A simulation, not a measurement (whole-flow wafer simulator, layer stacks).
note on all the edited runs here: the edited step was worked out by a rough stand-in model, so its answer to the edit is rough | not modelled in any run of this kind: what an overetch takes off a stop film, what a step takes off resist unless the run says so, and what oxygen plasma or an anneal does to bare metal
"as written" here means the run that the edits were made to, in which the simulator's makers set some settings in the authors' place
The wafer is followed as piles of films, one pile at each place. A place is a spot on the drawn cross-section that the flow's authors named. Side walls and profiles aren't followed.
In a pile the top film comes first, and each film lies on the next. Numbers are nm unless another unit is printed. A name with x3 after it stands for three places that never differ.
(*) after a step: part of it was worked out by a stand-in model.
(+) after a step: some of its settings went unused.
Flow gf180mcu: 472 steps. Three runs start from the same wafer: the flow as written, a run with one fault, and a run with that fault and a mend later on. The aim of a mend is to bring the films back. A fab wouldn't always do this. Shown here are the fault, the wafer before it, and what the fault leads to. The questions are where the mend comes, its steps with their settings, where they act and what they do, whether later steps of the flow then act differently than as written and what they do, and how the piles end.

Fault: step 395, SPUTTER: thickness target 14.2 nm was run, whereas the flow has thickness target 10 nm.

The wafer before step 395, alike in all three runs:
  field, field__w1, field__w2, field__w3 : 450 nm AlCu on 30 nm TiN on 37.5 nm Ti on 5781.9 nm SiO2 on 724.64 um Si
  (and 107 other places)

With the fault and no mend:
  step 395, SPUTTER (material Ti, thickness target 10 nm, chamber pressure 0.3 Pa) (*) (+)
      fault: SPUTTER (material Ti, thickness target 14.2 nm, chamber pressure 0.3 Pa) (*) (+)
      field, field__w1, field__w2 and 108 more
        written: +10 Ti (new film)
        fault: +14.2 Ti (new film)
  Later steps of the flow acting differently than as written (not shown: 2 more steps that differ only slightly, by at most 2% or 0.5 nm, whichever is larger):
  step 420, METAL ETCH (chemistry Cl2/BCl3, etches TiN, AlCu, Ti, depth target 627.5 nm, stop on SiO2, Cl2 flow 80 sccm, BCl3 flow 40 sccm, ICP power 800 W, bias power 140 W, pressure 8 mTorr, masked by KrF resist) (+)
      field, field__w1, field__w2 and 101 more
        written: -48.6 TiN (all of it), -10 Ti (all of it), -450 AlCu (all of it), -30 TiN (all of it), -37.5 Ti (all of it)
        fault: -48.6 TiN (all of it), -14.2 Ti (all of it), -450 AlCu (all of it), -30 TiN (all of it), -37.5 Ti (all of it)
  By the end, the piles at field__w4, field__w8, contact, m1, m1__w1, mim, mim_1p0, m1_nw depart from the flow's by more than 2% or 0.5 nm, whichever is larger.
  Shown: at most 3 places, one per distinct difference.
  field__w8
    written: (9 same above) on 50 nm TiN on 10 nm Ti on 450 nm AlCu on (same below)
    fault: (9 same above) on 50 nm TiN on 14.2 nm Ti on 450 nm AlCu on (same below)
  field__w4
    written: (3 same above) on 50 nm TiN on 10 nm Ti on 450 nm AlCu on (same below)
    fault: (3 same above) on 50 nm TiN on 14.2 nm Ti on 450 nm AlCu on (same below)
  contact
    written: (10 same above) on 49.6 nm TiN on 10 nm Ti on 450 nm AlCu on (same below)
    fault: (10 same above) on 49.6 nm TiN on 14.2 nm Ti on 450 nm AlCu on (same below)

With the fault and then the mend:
  The mend follows step 395.
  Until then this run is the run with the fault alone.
  step 395a, METAL ETCH (chemistry Cl2/BCl3, etches TiN, AlCu, Ti, depth target 4.2 nm, Cl2 flow 80 sccm, BCl3 flow 40 sccm, ICP power 800 W, bias power 140 W, pressure 8 mTorr) (the flow's step 260, run once more with other settings)
      field, field__w1, field__w2 and 108 more
        -4.2 Ti
  None of the later steps of the flow acts differently than as written at any place that is followed.
  By the end, the piles equal the flow's at every place that both follow.
